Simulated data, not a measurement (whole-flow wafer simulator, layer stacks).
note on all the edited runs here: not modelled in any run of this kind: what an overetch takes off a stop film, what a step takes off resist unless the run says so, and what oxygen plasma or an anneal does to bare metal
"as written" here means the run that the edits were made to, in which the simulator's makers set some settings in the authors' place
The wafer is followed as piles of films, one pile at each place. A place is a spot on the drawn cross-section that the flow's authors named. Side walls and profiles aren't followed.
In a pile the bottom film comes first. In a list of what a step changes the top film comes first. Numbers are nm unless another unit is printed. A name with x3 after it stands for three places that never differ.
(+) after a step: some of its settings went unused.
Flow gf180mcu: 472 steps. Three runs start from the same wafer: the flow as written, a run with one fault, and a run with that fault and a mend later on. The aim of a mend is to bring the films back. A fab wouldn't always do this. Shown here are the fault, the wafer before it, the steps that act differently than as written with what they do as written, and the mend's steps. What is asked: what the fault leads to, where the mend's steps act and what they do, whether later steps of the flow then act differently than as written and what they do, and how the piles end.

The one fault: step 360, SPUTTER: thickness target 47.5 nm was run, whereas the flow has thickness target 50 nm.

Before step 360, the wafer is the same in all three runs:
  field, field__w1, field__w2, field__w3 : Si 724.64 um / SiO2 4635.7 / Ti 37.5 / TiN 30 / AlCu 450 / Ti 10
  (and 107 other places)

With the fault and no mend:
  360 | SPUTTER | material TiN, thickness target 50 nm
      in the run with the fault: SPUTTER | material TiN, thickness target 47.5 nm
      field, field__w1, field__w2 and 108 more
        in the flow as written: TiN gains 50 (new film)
        in the run with the fault: TiN gains 47.5 (new film)
  Later steps of the flow acting differently than as written (not shown: 5 more steps that differ only slightly, by at most 2% or 0.5 nm, whichever is larger):
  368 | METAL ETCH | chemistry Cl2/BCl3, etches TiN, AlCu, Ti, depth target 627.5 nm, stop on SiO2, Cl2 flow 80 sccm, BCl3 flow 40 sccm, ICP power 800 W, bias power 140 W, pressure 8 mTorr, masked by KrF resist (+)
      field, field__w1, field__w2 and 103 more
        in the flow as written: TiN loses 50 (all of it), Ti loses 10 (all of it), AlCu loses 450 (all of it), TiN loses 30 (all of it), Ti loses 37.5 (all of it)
        in the run with the fault: TiN loses 47.5 (all of it), Ti loses 10 (all of it), AlCu loses 450 (all of it), TiN loses 30 (all of it), Ti loses 37.5 (all of it)
  The piles end different from the flow's at field__w8, contact, m1, m1__w1, m1_nw by more than 2% or 0.5 nm, whichever is larger.
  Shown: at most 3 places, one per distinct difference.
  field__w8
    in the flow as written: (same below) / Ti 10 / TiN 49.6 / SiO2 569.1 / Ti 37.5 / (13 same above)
    in the run with the fault: (same below) / Ti 10 / TiN 47.1 / SiO2 571.6 / Ti 37.5 / (13 same above)
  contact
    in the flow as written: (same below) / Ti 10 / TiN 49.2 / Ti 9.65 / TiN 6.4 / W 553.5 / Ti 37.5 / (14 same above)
    in the run with the fault: (same below) / Ti 10 / TiN 46.7 / Ti 9.64 / TiN 6.39 / W 556 / Ti 37.5 / (14 same above)

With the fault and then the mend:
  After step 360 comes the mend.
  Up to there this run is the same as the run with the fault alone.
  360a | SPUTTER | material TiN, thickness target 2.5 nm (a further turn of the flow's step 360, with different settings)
      field, field__w1, field__w2 and 108 more
        TiN gains 2.5
  Every later step of the flow that is run acts as written at every place that is followed.
  The piles end the same as the flow's at every place that both follow.
